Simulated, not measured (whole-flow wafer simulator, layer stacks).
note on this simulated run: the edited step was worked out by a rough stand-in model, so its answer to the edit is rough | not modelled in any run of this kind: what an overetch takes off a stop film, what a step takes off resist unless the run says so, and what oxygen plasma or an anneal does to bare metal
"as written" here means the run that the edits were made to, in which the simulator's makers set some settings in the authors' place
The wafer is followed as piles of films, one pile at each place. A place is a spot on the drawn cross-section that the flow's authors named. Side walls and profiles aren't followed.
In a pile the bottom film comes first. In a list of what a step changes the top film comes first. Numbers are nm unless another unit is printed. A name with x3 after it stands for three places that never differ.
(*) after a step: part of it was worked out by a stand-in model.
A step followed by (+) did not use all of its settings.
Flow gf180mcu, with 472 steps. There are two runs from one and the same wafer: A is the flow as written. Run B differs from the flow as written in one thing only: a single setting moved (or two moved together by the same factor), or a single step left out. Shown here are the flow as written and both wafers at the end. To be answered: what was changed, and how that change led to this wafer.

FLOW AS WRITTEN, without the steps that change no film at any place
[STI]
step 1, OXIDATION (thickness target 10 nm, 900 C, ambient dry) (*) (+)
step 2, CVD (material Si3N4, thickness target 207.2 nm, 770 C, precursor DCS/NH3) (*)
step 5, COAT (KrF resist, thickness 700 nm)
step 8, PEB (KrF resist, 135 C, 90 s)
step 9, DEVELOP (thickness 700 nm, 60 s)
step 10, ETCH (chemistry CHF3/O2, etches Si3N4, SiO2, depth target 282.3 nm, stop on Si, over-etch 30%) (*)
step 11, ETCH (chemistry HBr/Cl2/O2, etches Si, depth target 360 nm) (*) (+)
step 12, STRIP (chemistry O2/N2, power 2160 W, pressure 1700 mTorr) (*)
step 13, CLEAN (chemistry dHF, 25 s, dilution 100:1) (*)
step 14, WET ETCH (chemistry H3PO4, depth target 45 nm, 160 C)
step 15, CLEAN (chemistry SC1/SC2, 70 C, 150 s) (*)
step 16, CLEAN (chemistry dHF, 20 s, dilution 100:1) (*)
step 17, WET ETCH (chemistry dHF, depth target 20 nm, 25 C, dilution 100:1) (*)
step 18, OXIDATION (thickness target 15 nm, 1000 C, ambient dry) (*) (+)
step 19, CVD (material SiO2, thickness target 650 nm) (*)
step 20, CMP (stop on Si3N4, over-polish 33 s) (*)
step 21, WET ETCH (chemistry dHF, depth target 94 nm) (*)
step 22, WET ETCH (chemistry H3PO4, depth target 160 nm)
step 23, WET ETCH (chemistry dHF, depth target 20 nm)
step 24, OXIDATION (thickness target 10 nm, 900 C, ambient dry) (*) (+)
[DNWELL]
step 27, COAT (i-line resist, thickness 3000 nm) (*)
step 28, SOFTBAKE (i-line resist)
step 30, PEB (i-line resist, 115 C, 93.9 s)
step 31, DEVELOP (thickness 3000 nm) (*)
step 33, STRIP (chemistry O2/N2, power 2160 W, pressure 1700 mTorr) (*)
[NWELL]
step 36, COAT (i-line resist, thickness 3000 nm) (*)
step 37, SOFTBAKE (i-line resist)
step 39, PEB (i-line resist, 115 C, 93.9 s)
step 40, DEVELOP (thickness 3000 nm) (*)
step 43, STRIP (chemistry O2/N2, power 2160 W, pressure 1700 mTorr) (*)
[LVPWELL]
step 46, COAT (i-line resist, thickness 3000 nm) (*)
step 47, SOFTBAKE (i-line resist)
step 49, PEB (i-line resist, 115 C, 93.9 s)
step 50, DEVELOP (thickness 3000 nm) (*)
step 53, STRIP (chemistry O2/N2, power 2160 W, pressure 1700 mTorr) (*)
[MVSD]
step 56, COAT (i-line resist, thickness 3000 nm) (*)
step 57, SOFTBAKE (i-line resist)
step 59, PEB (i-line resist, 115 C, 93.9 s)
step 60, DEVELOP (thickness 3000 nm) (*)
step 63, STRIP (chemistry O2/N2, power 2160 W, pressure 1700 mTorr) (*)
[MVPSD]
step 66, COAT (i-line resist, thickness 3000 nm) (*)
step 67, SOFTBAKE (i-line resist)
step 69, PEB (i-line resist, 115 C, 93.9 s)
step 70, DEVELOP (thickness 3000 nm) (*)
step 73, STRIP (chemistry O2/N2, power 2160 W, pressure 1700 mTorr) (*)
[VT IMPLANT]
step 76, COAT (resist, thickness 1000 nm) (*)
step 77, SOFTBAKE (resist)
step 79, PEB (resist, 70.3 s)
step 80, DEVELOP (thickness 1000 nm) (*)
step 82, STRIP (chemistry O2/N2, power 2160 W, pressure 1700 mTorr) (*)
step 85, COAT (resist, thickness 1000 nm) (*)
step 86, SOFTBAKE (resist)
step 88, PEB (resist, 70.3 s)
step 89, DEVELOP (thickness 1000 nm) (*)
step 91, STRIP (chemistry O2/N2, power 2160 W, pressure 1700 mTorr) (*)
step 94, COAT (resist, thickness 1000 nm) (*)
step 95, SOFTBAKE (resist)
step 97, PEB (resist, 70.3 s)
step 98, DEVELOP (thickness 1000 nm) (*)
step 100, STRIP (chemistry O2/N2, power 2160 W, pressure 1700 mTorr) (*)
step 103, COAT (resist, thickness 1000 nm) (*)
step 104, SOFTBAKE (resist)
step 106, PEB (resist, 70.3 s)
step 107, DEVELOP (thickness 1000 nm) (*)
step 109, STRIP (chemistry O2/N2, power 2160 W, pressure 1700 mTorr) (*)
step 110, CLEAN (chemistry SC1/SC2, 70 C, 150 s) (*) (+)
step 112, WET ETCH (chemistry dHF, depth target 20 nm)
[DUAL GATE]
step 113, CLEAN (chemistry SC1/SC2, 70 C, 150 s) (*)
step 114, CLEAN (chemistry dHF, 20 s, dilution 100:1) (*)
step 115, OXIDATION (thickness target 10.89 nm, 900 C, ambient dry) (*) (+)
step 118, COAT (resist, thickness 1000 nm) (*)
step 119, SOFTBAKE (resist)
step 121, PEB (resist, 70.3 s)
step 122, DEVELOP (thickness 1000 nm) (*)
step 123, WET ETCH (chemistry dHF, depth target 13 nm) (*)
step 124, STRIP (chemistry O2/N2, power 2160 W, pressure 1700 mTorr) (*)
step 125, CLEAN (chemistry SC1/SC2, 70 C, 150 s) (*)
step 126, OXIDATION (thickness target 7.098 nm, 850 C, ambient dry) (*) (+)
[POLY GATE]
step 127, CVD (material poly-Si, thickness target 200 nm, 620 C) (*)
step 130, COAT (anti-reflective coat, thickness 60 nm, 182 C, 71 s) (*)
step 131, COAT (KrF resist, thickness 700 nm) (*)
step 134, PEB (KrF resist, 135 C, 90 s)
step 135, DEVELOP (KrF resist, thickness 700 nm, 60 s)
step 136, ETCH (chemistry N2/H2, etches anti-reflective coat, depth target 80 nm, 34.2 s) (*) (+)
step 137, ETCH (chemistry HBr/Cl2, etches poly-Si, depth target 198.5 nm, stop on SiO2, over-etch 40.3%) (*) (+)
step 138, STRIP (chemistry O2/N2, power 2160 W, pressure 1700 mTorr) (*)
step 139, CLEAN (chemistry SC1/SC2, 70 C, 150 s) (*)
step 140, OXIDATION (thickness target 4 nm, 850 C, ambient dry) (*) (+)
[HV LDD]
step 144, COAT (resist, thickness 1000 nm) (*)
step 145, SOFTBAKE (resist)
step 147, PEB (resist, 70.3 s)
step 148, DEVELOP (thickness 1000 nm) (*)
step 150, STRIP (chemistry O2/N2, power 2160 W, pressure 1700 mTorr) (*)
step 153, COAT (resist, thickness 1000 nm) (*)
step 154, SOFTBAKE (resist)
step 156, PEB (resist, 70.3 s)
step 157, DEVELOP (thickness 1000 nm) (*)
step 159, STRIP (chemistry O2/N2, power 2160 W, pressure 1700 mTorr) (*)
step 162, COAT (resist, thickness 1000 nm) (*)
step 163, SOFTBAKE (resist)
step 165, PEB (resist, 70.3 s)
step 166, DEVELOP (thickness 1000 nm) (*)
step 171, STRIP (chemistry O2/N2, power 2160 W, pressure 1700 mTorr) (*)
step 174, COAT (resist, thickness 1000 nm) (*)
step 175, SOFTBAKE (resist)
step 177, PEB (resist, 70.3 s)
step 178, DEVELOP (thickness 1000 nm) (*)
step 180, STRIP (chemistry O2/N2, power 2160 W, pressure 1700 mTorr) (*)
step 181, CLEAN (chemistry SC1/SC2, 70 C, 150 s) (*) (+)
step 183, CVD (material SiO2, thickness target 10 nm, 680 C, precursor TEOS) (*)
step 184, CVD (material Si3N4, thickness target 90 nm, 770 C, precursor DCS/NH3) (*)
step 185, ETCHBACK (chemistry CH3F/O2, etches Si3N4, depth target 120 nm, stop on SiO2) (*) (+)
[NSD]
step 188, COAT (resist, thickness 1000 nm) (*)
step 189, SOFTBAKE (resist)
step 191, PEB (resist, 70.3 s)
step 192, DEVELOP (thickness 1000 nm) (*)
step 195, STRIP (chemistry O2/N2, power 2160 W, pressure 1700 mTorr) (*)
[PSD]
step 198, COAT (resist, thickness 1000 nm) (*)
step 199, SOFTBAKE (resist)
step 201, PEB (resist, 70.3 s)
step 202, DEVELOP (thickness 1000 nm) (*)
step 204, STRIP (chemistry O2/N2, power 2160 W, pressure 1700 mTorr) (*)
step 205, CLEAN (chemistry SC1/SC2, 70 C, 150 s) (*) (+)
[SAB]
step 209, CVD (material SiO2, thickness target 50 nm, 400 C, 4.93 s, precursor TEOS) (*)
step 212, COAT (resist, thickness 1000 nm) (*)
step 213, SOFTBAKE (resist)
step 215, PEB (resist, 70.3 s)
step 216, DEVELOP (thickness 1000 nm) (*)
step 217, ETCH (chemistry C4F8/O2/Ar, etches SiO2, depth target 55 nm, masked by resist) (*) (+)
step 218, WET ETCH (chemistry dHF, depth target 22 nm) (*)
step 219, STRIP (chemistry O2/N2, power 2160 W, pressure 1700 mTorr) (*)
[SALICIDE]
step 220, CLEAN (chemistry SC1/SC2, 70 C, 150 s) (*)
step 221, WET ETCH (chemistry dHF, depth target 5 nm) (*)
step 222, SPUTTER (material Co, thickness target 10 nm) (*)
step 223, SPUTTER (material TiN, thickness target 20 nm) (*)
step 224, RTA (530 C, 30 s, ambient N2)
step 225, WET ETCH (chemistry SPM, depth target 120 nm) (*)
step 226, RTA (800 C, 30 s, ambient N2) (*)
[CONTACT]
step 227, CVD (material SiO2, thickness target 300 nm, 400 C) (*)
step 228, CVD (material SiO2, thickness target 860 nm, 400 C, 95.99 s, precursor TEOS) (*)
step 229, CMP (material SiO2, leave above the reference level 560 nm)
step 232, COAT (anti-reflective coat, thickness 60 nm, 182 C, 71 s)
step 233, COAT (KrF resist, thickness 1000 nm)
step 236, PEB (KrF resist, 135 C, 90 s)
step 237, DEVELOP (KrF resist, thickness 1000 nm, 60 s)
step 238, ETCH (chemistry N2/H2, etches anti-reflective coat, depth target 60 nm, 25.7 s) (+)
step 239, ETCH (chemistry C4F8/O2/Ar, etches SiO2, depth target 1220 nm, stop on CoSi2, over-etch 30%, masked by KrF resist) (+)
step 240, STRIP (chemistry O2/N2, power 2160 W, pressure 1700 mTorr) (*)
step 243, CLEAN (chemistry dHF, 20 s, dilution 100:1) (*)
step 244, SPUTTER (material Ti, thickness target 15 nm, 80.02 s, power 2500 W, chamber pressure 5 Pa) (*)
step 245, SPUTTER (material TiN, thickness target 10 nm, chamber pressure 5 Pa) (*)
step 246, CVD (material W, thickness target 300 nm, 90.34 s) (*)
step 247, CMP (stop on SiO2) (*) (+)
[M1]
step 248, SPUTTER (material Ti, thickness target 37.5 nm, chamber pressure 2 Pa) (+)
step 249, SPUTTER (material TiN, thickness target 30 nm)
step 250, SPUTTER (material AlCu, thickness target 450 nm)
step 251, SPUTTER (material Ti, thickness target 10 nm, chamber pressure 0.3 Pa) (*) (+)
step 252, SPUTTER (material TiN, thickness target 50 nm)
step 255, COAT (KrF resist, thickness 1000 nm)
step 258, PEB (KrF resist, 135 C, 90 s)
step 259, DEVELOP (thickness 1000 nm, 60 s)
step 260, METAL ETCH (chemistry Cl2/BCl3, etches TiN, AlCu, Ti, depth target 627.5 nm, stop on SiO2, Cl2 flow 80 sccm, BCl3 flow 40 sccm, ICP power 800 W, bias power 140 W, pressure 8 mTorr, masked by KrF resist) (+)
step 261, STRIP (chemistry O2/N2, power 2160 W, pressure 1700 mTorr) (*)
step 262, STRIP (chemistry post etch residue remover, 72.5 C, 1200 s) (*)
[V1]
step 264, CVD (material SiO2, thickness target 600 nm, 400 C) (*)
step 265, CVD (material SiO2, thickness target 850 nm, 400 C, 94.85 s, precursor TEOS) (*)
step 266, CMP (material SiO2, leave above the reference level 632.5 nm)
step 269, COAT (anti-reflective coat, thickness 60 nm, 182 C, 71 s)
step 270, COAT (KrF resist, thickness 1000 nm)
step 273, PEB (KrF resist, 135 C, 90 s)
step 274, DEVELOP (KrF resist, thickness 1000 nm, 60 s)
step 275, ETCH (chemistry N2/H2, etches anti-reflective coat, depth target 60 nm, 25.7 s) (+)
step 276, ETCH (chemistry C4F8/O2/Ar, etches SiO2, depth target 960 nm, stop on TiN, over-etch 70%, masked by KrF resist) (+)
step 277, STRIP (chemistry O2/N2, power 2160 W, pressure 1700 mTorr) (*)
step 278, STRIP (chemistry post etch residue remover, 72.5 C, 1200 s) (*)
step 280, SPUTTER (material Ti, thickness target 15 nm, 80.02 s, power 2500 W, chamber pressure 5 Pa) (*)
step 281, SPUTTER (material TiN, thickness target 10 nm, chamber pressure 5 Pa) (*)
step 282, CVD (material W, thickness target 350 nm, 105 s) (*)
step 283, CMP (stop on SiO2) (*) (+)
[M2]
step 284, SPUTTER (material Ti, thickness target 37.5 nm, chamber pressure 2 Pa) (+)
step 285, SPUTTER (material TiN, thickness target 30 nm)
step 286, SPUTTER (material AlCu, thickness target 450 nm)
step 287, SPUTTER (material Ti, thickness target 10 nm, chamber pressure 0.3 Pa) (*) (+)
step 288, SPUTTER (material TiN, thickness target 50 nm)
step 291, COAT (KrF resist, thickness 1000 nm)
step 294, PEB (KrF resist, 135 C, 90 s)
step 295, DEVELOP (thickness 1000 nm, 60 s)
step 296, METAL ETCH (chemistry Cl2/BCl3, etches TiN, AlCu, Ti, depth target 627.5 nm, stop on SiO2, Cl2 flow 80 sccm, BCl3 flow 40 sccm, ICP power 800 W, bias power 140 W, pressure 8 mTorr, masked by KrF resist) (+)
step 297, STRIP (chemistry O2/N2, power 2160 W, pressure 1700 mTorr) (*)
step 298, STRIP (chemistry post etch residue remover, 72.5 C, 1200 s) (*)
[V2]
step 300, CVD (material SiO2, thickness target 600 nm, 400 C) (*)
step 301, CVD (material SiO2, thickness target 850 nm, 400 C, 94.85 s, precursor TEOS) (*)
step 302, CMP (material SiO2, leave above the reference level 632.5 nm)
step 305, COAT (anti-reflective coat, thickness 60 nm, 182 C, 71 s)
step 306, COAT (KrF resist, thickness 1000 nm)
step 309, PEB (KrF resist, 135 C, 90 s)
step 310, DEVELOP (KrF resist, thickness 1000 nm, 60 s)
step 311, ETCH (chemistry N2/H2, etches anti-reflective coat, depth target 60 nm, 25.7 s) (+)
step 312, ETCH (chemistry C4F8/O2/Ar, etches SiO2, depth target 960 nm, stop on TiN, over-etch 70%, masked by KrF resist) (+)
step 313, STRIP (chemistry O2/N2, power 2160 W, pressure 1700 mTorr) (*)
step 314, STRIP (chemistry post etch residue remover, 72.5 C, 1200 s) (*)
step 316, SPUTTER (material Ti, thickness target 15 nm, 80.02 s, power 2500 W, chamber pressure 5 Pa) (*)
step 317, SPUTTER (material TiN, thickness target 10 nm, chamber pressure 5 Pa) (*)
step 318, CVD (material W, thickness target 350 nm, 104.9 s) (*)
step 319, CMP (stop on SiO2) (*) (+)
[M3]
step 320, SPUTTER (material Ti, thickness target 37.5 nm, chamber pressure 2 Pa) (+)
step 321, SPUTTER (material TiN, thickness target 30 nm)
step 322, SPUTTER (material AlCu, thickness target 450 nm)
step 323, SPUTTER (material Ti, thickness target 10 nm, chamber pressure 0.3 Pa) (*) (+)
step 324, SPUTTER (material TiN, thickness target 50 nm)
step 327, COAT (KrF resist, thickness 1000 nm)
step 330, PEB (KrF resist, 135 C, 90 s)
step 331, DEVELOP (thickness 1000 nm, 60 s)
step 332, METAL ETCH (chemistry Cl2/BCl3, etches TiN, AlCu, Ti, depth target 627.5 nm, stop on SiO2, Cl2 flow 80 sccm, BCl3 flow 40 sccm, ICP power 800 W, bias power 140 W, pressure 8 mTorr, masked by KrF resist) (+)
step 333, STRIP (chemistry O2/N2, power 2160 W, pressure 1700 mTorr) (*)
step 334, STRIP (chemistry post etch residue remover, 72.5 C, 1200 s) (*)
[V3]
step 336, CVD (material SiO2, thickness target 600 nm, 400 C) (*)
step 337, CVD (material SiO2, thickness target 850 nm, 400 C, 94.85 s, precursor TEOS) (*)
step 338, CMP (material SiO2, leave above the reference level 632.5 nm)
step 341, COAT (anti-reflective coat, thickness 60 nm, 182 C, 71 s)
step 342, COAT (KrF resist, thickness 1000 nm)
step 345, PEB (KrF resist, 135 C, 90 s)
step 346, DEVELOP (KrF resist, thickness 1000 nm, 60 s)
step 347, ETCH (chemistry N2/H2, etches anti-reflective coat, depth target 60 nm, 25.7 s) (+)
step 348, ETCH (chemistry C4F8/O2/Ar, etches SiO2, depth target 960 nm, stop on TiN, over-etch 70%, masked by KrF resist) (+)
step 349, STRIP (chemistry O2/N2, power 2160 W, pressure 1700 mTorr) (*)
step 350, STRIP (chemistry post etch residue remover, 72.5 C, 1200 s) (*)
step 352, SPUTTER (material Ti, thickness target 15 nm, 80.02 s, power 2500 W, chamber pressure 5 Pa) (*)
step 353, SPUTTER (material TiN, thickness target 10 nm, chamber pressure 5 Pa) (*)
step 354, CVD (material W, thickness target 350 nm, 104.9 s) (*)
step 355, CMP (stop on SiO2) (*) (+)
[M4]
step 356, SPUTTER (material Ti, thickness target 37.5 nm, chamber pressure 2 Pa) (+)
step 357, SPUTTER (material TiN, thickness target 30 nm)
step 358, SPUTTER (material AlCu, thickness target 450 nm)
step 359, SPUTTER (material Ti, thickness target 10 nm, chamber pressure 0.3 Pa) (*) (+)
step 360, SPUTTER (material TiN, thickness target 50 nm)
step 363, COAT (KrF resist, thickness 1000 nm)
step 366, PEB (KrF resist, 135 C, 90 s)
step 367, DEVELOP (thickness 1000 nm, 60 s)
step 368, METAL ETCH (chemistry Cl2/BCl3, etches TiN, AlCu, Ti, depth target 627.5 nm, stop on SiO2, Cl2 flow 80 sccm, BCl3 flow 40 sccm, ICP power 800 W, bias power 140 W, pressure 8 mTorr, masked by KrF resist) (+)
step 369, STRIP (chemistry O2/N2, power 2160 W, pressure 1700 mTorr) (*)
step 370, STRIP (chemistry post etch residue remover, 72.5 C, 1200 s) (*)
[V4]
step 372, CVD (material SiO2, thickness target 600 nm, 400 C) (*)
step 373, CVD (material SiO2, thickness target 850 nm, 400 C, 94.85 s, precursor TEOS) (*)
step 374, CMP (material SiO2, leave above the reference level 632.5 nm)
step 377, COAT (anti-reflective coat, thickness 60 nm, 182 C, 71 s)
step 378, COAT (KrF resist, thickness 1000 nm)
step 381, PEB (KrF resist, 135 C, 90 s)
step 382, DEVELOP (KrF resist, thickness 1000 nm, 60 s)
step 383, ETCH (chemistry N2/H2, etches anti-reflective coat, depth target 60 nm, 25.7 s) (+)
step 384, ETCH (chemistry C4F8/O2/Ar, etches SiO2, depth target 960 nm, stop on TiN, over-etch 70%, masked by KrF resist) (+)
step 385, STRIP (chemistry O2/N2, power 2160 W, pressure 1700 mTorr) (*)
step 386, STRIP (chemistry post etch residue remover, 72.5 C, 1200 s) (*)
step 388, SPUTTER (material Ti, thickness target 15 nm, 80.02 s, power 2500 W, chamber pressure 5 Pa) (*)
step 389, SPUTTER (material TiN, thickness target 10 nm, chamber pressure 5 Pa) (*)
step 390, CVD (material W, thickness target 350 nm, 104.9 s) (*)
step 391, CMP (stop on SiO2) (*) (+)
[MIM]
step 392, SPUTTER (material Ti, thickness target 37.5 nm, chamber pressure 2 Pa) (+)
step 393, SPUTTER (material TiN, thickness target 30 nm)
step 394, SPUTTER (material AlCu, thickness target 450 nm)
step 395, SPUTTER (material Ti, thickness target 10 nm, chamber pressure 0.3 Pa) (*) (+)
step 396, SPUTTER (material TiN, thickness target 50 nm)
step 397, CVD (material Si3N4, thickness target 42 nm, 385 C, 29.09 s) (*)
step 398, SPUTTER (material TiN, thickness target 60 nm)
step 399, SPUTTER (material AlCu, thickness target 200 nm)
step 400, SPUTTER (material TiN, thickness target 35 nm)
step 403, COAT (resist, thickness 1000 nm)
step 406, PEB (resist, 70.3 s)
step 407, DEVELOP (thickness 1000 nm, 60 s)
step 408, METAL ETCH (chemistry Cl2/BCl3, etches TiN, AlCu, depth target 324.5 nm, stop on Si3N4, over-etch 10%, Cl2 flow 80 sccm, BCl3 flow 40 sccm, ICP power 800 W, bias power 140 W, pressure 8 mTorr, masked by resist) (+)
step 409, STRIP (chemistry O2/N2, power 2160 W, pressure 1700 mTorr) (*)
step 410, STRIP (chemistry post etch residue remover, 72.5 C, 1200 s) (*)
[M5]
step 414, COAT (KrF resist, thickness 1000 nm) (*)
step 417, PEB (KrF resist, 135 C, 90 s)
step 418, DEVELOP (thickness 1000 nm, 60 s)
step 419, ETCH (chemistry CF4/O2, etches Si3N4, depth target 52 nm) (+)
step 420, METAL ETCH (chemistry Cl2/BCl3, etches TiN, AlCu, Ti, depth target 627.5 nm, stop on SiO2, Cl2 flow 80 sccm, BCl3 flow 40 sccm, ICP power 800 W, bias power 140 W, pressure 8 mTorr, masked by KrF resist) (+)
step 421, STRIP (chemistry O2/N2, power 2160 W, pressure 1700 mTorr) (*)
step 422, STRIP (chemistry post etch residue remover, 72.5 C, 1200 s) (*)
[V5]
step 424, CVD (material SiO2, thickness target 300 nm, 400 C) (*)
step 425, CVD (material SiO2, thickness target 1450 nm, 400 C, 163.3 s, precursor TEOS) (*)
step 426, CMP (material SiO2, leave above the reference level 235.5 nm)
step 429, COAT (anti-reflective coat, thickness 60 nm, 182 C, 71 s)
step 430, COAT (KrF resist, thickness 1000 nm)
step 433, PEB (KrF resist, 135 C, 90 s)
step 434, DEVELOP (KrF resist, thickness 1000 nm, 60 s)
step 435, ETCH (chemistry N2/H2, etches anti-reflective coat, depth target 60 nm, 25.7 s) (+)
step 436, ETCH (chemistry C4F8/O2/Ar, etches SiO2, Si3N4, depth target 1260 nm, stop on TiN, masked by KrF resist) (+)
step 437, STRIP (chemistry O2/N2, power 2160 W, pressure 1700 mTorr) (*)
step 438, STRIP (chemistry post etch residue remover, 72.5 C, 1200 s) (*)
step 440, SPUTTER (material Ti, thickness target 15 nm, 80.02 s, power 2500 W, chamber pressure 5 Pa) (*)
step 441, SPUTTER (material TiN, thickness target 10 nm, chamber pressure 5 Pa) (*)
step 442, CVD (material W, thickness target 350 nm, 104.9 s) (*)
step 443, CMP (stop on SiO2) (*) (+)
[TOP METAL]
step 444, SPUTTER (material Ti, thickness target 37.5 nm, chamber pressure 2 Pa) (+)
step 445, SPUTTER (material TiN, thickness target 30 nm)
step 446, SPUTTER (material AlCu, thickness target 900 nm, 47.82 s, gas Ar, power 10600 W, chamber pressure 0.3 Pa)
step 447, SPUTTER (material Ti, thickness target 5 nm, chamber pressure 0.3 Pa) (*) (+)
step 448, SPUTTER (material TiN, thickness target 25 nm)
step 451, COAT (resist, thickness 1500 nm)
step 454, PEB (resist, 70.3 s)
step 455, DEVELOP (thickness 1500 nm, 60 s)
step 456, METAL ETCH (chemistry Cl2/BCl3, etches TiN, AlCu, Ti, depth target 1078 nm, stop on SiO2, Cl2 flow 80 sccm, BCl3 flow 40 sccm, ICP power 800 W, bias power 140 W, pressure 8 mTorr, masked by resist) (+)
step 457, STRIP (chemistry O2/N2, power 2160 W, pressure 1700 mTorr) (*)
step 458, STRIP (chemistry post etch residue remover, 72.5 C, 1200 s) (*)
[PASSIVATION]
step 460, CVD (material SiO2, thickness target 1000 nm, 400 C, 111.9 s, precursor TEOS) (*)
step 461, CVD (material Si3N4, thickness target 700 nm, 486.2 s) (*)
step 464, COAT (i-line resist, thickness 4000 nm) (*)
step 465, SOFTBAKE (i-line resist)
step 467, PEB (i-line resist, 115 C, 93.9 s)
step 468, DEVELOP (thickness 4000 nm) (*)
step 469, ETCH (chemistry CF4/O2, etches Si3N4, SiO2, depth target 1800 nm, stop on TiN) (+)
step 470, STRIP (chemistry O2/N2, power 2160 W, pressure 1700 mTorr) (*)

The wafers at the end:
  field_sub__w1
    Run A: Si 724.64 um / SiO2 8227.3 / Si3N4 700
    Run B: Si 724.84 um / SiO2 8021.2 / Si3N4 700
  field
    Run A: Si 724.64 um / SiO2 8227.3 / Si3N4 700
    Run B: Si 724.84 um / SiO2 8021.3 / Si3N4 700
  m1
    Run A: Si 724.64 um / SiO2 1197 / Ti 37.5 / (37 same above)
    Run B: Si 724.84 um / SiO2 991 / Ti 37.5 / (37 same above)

Cause: step 11, ETCH: depth target 153 nm was run, whereas the flow has depth target 360 nm.

How this came from the change, step by step:
  step 11, ETCH (chemistry HBr/Cl2/O2, etches Si, depth target 360 nm) (*) (+)
      active, n_well, p_well and 40 more: A KrF resist loses 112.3 | B KrF resist loses 43.3
      field, field_sub, sti and 34 more: A Si loses 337 | B Si loses 130
  step 12, STRIP (chemistry O2/N2, power 2160 W, pressure 1700 mTorr) (*)
      active, n_well, p_well and 40 more: A KrF resist loses 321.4 (all of it) | B KrF resist loses 390.4 (all of it)
  step 19, CVD (material SiO2, thickness target 650 nm) (*)
      ld_fp_n, ld_drift_n, ld_fp_p and 7 more: A SiO2 gains 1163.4 | B SiO2 gains 956.4
      m1: A SiO2 gains 1163.4 | B SiO2 gains 650
  step 20, CMP (stop on Si3N4, over-polish 33 s) (*)
      sti, mim_1p0, pad and 11 more: A SiO2 loses 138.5 | B SiO2 loses 345.5
      nw_enc_fld, nw_enc_fld_lv: A SiO2 loses 142.5 | B SiO2 loses 349.5
      (and at 11 other places as well)
  step 24, OXIDATION (thickness target 10 nm, 900 C, ambient dry) (*) (+)
      sti, mim_1p0, pad and 17 more: A SiO2 gains 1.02, Si loses 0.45 | B SiO2 gains 1.71, Si loses 0.75
      field, mim, npoly_sal, nw_sep_fld: A SiO2 gains 1.04, Si loses 0.46 | B SiO2 gains 1.77, Si loses 0.78
      (and at 13 other places as well)
  step 115, OXIDATION (thickness target 10.89 nm, 900 C, ambient dry) (*) (+)
      sti, mim_1p0, pad and 19 more: A SiO2 gains 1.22, Si loses 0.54 | B SiO2 gains 2.12, Si loses 0.93
      field, field__w1, field__w2, field__w3, field__w6, field__w12, mim, nw_sep_fld: A SiO2 gains 1.25, Si loses 0.55 | B SiO2 gains 2.2, Si loses 0.97
      (and at 19 other places as well)
  step 189, SOFTBAKE (resist)
      field__w9: A resist gains 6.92 | B resist loses 3.07
      active_hv: A resist gains 2.68 | B resist loses 0.49
      (and at 1 other place as well)
  step 199, SOFTBAKE (resist)
      field__w9: A resist gains 6.92 | B resist loses 3.07
      active_hv: A resist gains 2.68 | B resist loses 0.49
      (and at 1 other place as well)
